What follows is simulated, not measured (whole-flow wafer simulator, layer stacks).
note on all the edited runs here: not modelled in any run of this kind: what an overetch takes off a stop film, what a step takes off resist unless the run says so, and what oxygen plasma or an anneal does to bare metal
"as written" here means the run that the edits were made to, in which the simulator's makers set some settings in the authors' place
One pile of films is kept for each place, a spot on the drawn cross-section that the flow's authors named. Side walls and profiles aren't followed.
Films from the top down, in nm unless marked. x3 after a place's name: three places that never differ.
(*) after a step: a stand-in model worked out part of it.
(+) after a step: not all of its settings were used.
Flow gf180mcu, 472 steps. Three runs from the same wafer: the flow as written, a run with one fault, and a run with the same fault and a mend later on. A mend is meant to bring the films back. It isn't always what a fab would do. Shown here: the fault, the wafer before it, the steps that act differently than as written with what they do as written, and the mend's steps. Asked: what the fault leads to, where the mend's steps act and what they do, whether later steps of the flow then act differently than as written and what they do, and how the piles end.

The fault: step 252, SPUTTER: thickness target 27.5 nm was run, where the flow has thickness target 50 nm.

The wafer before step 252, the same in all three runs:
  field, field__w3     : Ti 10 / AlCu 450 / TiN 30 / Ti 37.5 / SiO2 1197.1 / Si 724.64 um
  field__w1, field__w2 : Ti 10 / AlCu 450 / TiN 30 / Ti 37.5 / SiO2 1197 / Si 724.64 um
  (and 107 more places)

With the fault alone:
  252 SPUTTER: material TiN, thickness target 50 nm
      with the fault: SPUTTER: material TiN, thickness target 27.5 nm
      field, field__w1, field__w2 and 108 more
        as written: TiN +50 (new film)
        with the fault: TiN +27.5 (new film)
  Later steps of the flow that act differently than as written (2 more steps differ only slightly, by at most 2% or 0.5 nm, whichever is larger, and aren't shown):
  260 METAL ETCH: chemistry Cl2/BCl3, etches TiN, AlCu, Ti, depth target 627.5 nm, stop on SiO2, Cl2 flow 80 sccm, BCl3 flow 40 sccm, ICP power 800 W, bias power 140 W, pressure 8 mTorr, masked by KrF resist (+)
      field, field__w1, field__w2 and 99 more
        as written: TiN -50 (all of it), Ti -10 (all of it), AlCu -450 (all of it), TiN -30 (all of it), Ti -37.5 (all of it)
        with the fault: TiN -27.5 (all of it), Ti -10 (all of it), AlCu -450 (all of it), TiN -30 (all of it), Ti -37.5 (all of it)
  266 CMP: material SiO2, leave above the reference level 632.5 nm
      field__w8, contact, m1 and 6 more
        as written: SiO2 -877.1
        with the fault: SiO2 -854.6
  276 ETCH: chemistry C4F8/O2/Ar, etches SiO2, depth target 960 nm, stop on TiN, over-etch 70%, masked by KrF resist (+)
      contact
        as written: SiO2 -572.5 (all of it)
        with the fault: SiO2 -595 (all of it)
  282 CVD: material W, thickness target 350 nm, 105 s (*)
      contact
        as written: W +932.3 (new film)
        with the fault: W +955 (new film)
  At the end the piles differ from the flow's by more than 2% or 0.5 nm, whichever is larger, at field__w8, contact, m1 and 6 more.
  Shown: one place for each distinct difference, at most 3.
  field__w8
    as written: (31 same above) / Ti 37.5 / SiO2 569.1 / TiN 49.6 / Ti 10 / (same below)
    with the fault: (31 same above) / Ti 37.5 / SiO2 591.6 / TiN 27.1 / Ti 10 / (same below)
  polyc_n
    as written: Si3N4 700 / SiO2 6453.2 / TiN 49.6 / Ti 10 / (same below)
    with the fault: Si3N4 700 / SiO2 6475.7 / TiN 27.1 / Ti 10 / (same below)
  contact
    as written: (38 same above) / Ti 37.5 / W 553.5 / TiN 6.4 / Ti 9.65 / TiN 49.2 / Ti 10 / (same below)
    with the fault: (38 same above) / Ti 37.5 / W 576.2 / TiN 6.32 / Ti 9.53 / TiN 26.7 / Ti 10 / (same below)

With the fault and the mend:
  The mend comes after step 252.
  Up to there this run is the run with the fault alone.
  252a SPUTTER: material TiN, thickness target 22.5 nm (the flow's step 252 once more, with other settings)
      field, field__w1, field__w2 and 108 more
        TiN +22.5
  No later step of the flow acts differently than as written at any place that is followed.
  At the end the piles are the same as the flow's at every place that both follow.
